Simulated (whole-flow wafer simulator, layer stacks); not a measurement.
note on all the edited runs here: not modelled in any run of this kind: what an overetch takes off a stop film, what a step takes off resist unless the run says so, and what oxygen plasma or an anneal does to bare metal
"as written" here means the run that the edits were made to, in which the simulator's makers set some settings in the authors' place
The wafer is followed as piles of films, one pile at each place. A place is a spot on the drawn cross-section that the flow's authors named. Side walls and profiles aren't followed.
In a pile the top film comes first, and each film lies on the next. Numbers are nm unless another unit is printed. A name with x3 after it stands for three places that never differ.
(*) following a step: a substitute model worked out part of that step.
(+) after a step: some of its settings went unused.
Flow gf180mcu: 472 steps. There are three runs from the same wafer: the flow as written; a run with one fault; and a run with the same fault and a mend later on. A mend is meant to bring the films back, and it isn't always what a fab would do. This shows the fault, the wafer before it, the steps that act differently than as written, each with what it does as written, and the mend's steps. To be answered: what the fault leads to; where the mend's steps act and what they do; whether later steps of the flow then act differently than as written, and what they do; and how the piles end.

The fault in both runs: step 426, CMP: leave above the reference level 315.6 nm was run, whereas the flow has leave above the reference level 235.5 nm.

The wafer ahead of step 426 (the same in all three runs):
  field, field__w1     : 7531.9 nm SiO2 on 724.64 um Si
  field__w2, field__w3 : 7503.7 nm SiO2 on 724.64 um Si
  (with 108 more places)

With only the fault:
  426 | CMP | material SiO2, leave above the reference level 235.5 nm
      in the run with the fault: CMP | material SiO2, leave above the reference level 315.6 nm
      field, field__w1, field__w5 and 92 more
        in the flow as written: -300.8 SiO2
        in the run with the fault: -220.7 SiO2
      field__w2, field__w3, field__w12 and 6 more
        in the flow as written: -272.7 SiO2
        in the run with the fault: -192.6 SiO2
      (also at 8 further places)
  Later steps of the flow acting differently than as written (2 more steps, not shown, differ only slightly: by at most 2% or 0.5 nm, whichever is larger):
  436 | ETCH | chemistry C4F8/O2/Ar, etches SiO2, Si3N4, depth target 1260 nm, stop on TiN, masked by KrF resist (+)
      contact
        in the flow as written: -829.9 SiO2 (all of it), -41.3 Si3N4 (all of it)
        in the run with the fault: -910 SiO2 (all of it), -41.3 Si3N4 (all of it)
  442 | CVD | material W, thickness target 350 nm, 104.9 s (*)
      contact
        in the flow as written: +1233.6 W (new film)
        in the run with the fault: +1314.3 W (new film)
  By the end, the piles at field__w4, field__w8, contact, m1, m1__w1, mim, mim_1p0, m1_nw depart from the flow's by more than 2% or 0.5 nm, whichever is larger.
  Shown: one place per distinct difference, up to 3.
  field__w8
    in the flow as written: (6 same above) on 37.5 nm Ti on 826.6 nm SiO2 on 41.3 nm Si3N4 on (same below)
    in the run with the fault: (6 same above) on 37.5 nm Ti on 906.7 nm SiO2 on 41.3 nm Si3N4 on (same below)
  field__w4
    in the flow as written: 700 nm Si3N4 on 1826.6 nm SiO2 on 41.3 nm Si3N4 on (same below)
    in the run with the fault: 700 nm Si3N4 on 1906.7 nm SiO2 on 41.3 nm Si3N4 on (same below)
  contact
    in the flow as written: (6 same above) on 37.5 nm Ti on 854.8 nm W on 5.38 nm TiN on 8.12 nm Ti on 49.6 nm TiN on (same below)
    in the run with the fault: (6 same above) on 37.5 nm Ti on 935.5 nm W on 5.14 nm TiN on 7.76 nm Ti on 49.6 nm TiN on (same below)

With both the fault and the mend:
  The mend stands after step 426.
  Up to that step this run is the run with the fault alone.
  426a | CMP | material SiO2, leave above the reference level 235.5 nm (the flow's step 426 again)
      field, field__w1, field__w2 and 109 more
        -80.1 SiO2
  Every later step of the flow that is run acts as written at every place that is followed.
  The piles end the same as the flow's at every place that both follow.
